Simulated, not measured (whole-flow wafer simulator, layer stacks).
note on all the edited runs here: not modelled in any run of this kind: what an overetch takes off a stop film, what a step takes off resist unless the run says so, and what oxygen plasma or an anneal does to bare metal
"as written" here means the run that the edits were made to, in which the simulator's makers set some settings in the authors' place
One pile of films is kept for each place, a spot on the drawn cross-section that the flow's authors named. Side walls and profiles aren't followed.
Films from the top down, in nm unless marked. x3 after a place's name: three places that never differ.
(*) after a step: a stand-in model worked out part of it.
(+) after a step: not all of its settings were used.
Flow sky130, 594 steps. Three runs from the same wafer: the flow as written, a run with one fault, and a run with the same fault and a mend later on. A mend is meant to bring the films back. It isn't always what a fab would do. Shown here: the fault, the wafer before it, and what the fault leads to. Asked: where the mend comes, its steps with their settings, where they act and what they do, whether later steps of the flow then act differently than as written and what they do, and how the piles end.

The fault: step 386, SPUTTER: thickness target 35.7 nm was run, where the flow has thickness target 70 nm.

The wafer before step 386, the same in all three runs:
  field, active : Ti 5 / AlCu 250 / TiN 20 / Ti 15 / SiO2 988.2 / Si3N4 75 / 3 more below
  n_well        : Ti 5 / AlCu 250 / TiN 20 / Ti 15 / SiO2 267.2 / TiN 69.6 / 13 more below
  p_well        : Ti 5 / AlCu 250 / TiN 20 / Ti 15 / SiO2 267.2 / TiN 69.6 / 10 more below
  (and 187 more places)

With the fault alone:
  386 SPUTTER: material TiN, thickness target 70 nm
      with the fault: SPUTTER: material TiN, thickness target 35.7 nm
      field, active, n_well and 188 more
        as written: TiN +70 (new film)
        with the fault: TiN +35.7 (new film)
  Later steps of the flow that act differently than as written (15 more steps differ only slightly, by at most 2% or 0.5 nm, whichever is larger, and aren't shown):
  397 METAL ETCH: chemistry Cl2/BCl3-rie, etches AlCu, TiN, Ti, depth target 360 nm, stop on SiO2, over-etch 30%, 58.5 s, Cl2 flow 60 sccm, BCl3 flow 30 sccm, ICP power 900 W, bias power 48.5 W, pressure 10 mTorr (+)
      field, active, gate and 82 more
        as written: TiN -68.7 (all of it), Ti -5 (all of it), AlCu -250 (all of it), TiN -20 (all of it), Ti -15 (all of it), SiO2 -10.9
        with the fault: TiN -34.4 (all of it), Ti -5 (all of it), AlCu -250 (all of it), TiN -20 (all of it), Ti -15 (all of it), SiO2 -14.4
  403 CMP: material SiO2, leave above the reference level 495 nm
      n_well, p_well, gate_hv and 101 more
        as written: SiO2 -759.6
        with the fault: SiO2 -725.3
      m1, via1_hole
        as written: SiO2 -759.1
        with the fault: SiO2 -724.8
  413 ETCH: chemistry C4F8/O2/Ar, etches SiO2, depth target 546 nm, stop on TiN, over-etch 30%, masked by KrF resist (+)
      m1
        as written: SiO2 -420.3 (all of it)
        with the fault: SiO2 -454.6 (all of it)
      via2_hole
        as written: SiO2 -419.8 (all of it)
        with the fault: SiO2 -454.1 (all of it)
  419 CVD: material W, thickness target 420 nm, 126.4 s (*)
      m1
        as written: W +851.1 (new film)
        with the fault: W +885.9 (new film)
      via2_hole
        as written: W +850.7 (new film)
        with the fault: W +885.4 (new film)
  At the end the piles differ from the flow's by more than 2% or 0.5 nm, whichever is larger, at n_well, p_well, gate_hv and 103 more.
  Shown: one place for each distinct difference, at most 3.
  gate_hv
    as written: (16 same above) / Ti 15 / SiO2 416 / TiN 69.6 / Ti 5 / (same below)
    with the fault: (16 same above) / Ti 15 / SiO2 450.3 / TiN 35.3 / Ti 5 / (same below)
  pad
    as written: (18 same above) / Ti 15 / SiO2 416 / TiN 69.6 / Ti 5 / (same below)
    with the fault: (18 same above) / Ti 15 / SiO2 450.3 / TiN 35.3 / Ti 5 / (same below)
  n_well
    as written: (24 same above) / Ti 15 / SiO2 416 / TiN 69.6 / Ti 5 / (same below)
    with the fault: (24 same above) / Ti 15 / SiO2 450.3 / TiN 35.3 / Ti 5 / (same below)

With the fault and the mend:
  The mend comes after step 386.
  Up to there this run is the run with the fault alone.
  386a SPUTTER: material TiN, thickness target 34.3 nm (the flow's step 386 once more, with other settings)
      field, active, n_well and 188 more
        TiN +34.3
  No later step of the flow acts differently than as written at any place that is followed.
  At the end the piles are the same as the flow's at every place that both follow.
